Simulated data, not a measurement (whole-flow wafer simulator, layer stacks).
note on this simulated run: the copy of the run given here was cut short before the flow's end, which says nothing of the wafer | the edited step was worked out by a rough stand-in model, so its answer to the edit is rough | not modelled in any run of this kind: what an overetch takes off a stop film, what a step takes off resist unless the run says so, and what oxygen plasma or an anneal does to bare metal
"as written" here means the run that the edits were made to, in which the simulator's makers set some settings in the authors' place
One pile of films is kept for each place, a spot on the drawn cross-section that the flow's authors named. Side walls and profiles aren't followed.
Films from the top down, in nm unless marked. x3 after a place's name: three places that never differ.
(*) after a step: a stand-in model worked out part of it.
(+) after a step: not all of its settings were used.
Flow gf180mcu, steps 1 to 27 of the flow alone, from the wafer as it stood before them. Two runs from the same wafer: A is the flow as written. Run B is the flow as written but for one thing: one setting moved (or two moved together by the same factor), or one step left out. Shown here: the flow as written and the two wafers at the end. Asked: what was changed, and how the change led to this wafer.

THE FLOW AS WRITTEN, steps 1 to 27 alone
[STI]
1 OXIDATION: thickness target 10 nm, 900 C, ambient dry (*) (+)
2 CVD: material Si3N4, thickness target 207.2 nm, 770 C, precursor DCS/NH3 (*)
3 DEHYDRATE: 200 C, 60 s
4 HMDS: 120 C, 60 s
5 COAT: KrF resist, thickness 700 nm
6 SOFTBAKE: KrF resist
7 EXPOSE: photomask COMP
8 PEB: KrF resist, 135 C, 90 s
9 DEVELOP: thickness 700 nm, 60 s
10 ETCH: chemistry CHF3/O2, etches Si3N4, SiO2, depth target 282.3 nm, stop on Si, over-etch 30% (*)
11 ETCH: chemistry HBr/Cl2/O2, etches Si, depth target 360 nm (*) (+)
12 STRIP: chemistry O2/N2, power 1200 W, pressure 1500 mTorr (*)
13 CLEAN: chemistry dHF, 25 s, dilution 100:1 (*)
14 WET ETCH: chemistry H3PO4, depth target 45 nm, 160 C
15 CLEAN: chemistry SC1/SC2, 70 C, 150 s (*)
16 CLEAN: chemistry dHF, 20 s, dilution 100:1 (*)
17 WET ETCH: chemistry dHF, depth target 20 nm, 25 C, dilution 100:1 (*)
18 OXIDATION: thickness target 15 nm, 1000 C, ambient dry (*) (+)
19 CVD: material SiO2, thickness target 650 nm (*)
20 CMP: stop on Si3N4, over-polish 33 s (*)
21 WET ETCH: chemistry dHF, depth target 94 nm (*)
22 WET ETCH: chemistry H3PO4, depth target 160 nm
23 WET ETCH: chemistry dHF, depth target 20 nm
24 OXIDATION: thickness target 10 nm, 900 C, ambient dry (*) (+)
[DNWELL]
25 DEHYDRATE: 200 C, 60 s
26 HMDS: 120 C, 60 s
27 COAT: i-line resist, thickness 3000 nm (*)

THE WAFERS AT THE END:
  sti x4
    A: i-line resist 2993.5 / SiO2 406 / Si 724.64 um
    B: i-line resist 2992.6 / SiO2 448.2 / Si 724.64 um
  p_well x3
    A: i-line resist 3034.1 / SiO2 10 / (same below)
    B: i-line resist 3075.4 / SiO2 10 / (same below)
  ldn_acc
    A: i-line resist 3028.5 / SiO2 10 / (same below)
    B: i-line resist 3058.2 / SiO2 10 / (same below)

The cause: step 21, WET ETCH: depth target 51.7 nm was run, where the flow has depth target 94 nm.

How the change led to this, step by step:
  21 WET ETCH: chemistry dHF, depth target 94 nm (*)
      active, n_well, p_well x3 and 38 more: A Si3N4 -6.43 | B Si3N4 -3.57
      field, field_sub, sti x4 and 31 more: A SiO2 -94 | B SiO2 -51.7
